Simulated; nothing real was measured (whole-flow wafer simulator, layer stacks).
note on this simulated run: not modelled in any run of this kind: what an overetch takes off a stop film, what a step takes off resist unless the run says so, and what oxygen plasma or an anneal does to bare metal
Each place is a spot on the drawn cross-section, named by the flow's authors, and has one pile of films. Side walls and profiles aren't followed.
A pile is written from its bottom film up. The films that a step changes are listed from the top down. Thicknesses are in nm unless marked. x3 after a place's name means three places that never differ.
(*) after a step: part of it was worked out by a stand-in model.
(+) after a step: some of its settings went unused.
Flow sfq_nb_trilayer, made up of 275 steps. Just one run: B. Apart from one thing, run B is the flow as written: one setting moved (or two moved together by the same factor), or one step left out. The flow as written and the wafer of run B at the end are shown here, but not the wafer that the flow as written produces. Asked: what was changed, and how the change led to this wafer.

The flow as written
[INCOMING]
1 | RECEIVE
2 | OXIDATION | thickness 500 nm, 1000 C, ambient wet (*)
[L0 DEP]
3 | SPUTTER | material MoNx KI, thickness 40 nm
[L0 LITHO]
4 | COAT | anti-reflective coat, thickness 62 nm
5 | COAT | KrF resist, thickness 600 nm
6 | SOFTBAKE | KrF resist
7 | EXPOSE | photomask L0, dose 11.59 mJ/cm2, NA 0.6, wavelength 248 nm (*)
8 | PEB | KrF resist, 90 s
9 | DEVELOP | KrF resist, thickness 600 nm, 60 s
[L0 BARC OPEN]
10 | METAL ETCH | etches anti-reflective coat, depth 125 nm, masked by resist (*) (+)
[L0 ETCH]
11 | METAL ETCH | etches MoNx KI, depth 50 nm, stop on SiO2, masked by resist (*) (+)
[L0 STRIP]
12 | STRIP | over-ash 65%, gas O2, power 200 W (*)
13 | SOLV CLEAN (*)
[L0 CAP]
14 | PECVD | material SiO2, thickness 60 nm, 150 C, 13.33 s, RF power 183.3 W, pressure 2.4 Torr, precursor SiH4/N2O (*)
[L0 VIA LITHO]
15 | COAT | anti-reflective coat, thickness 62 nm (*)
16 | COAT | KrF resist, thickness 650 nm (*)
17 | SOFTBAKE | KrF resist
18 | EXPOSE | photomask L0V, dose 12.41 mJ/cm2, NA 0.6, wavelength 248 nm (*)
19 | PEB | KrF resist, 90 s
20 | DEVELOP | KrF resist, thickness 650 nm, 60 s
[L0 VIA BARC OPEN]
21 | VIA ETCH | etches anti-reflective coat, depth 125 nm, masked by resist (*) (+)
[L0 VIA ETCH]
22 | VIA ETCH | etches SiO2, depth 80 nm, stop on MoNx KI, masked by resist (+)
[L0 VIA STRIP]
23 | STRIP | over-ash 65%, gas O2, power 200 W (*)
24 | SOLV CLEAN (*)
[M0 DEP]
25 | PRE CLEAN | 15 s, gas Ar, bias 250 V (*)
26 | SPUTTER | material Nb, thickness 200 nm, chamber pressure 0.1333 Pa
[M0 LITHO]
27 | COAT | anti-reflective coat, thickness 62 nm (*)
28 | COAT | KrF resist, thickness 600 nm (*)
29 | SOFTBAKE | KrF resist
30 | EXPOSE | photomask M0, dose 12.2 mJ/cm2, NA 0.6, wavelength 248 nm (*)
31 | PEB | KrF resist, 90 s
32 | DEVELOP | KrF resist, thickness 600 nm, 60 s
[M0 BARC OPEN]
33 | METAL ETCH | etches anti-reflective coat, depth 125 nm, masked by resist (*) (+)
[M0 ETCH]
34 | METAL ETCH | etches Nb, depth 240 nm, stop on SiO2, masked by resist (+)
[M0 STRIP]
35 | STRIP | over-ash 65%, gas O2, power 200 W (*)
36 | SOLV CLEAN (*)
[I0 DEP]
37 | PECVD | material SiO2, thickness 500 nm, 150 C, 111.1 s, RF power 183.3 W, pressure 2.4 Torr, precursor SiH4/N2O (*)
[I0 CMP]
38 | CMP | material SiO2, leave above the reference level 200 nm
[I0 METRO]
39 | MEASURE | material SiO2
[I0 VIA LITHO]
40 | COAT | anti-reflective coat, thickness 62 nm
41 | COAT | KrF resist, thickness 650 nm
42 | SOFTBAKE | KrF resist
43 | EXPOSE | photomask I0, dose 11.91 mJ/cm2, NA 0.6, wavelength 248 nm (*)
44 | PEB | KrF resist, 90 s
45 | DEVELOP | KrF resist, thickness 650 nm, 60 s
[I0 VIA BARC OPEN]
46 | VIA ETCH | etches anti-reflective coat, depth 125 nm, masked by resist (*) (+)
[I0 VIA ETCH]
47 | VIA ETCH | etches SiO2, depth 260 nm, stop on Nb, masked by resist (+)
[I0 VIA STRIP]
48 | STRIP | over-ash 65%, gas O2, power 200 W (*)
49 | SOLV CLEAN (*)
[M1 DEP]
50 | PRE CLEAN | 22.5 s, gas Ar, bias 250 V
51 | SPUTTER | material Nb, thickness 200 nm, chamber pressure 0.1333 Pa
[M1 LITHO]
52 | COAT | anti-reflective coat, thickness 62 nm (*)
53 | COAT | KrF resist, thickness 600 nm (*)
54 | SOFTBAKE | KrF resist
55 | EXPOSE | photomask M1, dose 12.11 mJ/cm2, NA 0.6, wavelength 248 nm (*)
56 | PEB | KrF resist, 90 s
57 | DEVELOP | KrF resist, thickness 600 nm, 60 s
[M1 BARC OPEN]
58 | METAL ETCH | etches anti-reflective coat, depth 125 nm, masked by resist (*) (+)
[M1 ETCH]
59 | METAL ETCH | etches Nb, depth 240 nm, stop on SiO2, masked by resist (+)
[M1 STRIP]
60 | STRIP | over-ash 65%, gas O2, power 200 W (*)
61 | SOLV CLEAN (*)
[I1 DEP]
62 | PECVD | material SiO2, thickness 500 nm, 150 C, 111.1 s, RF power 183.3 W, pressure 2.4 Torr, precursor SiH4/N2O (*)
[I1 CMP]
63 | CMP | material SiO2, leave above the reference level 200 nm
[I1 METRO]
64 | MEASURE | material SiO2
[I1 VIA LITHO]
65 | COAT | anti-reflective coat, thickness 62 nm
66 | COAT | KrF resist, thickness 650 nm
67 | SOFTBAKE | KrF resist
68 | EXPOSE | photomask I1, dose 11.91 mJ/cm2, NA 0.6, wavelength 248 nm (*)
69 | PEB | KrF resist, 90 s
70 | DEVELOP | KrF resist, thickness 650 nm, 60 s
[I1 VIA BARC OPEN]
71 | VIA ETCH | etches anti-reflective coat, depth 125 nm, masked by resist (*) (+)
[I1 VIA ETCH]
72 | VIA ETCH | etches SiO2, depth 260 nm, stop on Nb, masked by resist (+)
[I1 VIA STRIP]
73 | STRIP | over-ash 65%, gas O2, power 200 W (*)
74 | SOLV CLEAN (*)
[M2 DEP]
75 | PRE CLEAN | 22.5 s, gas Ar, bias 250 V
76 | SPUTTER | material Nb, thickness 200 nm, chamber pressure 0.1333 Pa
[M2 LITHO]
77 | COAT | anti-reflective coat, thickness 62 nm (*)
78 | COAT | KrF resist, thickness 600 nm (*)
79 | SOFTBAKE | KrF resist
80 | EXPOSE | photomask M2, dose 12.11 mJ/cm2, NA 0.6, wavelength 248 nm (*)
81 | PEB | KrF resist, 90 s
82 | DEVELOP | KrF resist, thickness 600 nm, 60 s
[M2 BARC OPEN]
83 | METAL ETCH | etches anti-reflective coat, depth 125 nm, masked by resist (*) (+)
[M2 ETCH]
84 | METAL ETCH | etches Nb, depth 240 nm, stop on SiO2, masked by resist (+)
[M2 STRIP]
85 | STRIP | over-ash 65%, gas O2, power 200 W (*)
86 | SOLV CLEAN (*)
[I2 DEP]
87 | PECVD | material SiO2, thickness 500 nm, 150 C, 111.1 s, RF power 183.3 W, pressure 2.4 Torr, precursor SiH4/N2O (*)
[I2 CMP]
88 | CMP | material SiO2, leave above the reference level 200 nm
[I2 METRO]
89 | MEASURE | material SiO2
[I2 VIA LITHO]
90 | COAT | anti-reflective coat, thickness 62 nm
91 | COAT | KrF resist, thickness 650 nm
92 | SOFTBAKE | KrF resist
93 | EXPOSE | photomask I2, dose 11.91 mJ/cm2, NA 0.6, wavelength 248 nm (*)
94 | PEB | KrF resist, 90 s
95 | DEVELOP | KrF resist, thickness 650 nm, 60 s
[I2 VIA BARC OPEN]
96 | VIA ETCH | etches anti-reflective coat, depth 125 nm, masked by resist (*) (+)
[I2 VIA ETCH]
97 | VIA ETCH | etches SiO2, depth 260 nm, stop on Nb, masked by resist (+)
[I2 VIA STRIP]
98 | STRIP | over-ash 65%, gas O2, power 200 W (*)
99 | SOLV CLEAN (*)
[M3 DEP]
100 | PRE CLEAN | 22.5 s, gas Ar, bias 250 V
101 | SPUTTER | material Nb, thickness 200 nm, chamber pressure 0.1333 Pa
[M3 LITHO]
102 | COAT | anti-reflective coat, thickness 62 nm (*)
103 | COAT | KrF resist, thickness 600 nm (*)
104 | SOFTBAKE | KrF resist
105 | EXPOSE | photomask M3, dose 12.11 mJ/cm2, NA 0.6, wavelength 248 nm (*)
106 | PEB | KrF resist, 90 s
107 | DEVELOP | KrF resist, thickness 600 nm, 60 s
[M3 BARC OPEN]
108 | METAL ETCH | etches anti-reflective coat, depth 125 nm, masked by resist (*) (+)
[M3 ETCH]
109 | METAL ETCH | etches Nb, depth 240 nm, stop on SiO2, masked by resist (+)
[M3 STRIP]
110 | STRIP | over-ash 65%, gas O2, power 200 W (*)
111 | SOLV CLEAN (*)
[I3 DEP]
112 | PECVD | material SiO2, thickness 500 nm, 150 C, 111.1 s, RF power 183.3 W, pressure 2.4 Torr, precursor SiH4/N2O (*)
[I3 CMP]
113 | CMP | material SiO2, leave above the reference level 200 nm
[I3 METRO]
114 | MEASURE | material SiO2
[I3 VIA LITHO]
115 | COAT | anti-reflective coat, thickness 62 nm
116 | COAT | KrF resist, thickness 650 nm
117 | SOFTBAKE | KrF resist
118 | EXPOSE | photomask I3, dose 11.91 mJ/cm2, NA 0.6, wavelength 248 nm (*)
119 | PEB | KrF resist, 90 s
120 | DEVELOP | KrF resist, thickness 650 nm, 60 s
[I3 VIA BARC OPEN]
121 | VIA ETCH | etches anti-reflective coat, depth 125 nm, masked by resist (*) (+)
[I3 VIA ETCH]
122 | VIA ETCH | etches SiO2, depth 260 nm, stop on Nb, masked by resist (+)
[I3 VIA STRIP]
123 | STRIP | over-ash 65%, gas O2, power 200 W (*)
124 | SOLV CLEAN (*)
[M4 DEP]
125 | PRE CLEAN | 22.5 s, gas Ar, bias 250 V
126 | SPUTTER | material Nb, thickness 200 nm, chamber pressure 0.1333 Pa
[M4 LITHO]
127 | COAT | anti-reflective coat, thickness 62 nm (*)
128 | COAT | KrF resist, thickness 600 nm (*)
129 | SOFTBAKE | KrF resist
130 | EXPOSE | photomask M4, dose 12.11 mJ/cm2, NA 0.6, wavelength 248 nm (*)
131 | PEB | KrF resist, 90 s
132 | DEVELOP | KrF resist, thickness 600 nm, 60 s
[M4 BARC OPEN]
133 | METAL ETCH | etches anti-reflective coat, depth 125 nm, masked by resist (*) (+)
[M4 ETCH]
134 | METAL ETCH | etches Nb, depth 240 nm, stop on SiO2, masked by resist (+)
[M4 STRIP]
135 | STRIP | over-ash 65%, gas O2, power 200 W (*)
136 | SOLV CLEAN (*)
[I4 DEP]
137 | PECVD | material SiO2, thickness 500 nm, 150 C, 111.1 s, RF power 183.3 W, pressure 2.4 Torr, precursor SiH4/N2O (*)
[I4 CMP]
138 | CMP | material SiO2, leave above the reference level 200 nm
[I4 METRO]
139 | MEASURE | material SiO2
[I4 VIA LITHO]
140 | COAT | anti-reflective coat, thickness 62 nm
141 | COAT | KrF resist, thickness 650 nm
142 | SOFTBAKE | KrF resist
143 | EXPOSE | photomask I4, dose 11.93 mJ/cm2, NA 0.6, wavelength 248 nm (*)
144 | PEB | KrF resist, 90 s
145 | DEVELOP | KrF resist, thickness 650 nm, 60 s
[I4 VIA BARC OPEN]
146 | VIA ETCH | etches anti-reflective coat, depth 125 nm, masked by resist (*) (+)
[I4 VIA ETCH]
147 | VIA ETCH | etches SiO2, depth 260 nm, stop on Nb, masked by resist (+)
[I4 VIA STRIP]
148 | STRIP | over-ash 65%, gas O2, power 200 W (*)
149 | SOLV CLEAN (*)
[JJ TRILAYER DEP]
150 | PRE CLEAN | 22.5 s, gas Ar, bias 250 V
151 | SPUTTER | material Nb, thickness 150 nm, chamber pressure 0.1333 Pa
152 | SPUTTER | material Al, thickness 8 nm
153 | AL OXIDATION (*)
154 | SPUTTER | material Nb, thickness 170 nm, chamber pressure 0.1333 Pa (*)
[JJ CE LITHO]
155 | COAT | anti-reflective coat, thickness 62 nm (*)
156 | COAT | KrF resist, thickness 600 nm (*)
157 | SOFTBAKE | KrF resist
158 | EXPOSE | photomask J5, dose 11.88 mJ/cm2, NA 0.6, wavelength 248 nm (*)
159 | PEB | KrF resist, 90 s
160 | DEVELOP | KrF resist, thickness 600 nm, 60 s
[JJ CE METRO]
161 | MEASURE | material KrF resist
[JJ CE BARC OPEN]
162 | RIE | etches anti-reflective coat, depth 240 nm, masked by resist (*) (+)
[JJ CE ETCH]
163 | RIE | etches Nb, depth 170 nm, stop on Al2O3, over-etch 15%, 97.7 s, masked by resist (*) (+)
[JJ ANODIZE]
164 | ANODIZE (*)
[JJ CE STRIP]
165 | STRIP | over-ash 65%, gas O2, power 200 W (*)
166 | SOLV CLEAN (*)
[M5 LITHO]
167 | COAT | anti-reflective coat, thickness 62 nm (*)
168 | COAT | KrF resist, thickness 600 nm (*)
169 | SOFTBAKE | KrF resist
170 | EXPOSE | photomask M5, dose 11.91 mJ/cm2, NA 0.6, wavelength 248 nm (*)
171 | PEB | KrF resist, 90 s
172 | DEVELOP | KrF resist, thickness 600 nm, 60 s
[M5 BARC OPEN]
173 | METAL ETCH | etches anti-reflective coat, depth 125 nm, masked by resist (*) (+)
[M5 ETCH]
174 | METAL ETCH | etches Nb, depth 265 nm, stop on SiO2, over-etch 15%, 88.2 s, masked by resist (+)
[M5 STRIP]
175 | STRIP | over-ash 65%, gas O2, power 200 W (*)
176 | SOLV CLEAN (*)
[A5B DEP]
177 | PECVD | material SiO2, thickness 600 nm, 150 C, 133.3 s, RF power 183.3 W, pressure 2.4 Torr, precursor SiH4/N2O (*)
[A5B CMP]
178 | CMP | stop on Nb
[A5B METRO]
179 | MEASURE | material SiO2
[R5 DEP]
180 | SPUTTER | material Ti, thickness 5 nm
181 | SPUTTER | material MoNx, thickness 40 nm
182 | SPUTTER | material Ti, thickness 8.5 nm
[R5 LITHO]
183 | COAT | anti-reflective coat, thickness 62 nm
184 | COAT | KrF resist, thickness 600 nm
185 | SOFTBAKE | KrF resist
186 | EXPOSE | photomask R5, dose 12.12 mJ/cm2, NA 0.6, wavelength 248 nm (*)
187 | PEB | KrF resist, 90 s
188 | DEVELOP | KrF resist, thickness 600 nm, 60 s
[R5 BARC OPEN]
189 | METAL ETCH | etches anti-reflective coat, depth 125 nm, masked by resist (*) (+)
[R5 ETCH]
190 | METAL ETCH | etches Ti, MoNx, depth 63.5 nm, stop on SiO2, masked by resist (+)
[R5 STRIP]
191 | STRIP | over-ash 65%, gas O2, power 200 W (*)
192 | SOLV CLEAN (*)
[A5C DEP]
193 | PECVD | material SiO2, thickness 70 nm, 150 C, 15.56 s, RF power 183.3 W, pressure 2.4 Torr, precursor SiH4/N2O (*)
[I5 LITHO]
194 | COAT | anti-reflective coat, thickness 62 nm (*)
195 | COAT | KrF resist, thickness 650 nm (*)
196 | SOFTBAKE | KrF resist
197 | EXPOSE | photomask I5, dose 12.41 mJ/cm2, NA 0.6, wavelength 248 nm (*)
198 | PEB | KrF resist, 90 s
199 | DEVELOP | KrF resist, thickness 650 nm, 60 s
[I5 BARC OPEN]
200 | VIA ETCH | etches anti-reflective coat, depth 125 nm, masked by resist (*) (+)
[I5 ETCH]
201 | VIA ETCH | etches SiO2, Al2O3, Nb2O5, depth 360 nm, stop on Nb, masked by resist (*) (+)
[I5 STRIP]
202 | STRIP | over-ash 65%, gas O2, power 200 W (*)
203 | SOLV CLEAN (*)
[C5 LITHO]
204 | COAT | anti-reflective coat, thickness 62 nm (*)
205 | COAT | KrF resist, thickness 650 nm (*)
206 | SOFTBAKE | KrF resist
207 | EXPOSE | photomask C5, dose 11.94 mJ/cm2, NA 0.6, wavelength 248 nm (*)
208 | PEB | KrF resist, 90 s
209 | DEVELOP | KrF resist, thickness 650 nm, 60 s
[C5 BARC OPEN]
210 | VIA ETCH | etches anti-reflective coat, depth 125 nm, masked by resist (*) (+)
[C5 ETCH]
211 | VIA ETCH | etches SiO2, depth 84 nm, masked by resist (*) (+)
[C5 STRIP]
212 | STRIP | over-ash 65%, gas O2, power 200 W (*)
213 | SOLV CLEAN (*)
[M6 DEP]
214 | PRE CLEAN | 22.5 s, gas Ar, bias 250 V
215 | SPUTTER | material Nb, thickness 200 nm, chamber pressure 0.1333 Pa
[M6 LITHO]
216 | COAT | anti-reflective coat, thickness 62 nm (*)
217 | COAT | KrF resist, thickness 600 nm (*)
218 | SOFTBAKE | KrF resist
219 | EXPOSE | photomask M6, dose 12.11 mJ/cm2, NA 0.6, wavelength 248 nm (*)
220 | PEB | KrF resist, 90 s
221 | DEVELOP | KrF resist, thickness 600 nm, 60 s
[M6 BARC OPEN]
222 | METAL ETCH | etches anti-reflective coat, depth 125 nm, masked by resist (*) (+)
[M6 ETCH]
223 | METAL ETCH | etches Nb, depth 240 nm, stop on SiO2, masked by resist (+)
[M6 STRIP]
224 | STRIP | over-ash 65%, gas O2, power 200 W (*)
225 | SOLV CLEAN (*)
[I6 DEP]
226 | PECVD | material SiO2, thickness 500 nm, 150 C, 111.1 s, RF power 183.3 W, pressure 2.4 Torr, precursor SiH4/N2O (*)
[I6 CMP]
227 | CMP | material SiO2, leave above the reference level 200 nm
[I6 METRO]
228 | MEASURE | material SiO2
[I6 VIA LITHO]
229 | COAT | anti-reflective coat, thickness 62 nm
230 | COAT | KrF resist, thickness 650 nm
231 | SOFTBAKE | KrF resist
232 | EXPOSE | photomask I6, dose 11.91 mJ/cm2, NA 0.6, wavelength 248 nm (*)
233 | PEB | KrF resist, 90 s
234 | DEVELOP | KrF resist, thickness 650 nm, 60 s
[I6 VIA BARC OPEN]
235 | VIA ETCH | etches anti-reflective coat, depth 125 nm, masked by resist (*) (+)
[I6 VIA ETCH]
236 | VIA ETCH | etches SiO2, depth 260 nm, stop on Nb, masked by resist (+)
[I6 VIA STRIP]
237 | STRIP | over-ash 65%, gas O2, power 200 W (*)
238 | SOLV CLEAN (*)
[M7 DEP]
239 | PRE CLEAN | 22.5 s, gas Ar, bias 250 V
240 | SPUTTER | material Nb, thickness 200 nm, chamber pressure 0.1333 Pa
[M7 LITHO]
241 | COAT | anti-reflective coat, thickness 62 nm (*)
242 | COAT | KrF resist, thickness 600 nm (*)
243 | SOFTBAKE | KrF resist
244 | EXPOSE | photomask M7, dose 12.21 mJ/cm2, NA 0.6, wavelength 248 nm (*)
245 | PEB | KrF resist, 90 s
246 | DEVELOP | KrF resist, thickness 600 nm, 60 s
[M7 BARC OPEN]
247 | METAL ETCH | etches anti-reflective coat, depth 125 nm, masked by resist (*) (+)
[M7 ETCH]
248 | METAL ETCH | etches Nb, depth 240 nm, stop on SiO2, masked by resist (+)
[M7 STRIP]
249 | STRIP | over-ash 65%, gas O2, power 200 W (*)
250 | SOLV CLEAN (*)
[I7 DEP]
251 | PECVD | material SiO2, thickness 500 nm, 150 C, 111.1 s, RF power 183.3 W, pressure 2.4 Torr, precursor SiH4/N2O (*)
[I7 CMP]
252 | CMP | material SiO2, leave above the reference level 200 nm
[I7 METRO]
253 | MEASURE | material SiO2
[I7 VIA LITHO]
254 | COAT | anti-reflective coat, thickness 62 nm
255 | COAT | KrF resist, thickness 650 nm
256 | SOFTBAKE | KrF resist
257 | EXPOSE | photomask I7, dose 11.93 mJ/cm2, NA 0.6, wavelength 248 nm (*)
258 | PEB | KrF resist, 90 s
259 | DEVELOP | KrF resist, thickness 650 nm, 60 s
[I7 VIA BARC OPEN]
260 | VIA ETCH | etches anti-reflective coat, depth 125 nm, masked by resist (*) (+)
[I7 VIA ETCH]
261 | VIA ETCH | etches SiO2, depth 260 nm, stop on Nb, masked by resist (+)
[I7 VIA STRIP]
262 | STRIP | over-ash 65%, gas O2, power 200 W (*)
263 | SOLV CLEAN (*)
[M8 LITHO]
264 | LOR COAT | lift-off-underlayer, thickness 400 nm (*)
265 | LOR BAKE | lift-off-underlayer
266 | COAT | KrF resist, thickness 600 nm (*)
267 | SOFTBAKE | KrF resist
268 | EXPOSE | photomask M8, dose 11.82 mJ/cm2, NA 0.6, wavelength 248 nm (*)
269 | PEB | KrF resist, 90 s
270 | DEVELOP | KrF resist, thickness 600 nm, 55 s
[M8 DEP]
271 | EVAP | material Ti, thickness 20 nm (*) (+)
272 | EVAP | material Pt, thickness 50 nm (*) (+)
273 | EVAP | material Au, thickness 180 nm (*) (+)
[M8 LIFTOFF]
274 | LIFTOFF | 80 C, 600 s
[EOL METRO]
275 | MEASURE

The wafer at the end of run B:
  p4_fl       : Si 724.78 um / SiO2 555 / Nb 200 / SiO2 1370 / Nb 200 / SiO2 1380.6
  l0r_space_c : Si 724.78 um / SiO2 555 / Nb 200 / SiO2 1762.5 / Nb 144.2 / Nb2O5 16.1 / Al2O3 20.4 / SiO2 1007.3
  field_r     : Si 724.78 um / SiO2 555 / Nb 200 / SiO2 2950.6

Cause: step 152, SPUTTER: thickness 12.7 nm was run, though the flow has thickness 8 nm.

How this came from the change, step by step:
  152 | SPUTTER | material Al, thickness 8 nm
      field_l, v_sur, via_sp and 100 more: +12.7 Al (new film) (in the flow as written it would be: +8 Al (new film))
      via_wl, via_wr: +8.16 Al (new film) (in the flow as written it would be: +5.14 Al (new film))
      (also at 1 further place)
  155 | COAT | anti-reflective coat, thickness 62 nm (*)
      via_wl, via_wr: +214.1 anti-reflective coat (new film) (in the flow as written it would be: +209.4 anti-reflective coat (new film))
  162 | RIE | etches anti-reflective coat, depth 240 nm, masked by resist (*) (+)
      ce_l, c5j, ce_r, wl_jj: -214.1 KrF resist (in the flow as written it would be: -209.4 KrF resist)
      via_wl, via_wr: -214.1 anti-reflective coat (all of it) (in the flow as written it would be: -209.4 anti-reflective coat (all of it))
  164 | ANODIZE (*)
      field_l, v_sur, via_sp and 96 more: +20 Al2O3, +16.1 Nb2O5 (new film), -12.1 Al (all of it), -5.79 Nb (in the flow as written it would be: +12.2 Al2O3, +29.9 Nb2O5 (new film), -7.42 Al (all of it), -10.8 Nb)
      via_wl, via_wr: +12.5 Al2O3 (new film), +30.3 Nb2O5 (new film), -7.58 Al (all of it), -10.9 Nb (in the flow as written it would be: +7.52 Al2O3 (new film), +39.2 Nb2O5 (new film), -4.56 Al (all of it), -14.1 Nb)
      (also at 1 further place)
  167 | COAT | anti-reflective coat, thickness 62 nm (*)
      ce_l: +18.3 anti-reflective coat (new film) (in the flow as written it would be: +19.6 anti-reflective coat (new film))
      c5j: +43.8 anti-reflective coat (new film) (in the flow as written it would be: +44.7 anti-reflective coat (new film))
      (also at 1 further place)
  174 | METAL ETCH | etches Nb, depth 265 nm, stop on SiO2, over-etch 15%, 88.2 s, masked by resist (+)
      field_l, r_sur, res and 50 more: -20.4 Al2O3 (all of it), -16.1 Nb2O5 (all of it), -144.2 Nb (all of it), -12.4 SiO2 (in the flow as written it would be: -12.6 Al2O3 (all of it), -29.9 Nb2O5 (all of it), -139.2 Nb (all of it), -12.3 SiO2)
  175 | STRIP | over-ash 65%, gas O2, power 200 W (*)
      ce_l: -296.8 KrF resist (all of it), -18.3 anti-reflective coat (all of it) (in the flow as written it would be: -299.6 KrF resist (all of it), -19.6 anti-reflective coat (all of it))
      c5j: -275.8 KrF resist (all of it), -43.8 anti-reflective coat (all of it) (in the flow as written it would be: -279 KrF resist (all of it), -44.7 anti-reflective coat (all of it))
      (also at 1 further place)
  178 | CMP | stop on Nb
      via_wl, via_wr: -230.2 SiO2 (in the flow as written it would be: -235.7 SiO2)
      via_w: -229.5 SiO2 (in the flow as written it would be: -235.2 SiO2)
  201 | VIA ETCH | etches SiO2, Al2O3, Nb2O5, depth 360 nm, stop on Nb, masked by resist (*) (+)
      be: -222.2 SiO2 (all of it), -20.4 Al2O3 (all of it), -16.1 Nb2O5 (all of it) (in the flow as written it would be: -216.4 SiO2 (all of it), -12.7 Al2O3 (all of it), -29.9 Nb2O5 (all of it))
